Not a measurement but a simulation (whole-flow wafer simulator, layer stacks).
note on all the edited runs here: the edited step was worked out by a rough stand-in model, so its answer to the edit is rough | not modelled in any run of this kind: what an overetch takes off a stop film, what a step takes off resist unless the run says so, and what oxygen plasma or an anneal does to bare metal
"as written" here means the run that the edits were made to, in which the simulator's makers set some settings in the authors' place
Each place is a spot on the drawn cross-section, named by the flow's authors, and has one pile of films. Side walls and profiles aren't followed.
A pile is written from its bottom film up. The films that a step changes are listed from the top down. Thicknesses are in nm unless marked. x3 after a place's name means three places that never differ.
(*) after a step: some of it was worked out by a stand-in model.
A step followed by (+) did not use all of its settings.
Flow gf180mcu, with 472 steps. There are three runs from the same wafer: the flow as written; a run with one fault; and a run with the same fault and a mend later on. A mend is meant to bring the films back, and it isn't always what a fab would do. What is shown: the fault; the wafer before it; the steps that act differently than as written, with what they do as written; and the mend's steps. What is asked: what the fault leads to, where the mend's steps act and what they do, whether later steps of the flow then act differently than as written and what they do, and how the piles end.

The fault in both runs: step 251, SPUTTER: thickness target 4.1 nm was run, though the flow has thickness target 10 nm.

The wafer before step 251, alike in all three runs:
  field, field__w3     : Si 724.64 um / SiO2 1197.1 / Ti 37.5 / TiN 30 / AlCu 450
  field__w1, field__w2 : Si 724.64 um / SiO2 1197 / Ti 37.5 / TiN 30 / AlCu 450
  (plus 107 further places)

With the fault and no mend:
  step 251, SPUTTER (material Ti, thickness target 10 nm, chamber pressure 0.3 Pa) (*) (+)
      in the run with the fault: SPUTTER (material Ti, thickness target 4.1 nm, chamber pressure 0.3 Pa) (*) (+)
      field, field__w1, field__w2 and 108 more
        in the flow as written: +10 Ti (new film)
        in the run with the fault: +4.1 Ti (new film)
  Steps later in the flow that act otherwise than as written (not shown: 5 more steps that differ only slightly, by at most 2% or 0.5 nm, whichever is larger):
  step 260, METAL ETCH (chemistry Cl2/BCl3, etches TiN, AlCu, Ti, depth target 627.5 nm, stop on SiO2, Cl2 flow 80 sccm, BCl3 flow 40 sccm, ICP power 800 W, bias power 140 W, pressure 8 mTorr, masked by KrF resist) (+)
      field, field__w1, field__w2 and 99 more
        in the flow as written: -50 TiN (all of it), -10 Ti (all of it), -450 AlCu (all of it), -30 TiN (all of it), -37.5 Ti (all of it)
        in the run with the fault: -50 TiN (all of it), -4.1 Ti (all of it), -450 AlCu (all of it), -30 TiN (all of it), -37.5 Ti (all of it)
  By the end, the piles at field__w8, contact, m1 and 6 more depart from the flow's by more than 2% or 0.5 nm, whichever is larger.
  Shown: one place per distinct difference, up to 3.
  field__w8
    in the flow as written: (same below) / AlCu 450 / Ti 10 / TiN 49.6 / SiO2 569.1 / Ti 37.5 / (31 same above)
    in the run with the fault: (same below) / AlCu 450 / Ti 4.1 / TiN 49.6 / SiO2 575 / Ti 37.5 / (31 same above)
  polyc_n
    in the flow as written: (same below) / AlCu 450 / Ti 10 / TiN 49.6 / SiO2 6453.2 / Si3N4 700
    in the run with the fault: (same below) / AlCu 450 / Ti 4.1 / TiN 49.6 / SiO2 6459.1 / Si3N4 700
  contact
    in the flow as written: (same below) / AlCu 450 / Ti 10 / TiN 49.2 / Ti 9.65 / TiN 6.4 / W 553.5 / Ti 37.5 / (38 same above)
    in the run with the fault: (same below) / AlCu 450 / Ti 4.1 / TiN 49.2 / Ti 9.62 / TiN 6.38 / W 559.5 / Ti 37.5 / (38 same above)

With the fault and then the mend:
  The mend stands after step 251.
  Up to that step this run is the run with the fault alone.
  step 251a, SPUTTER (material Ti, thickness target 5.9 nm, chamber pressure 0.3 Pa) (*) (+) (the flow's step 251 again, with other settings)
      field, field__w1, field__w2 and 108 more
        +5.9 Ti
  Later steps of the flow that are run all act as written at every place that is followed.
  By the end, the piles equal the flow's at every place that both follow.
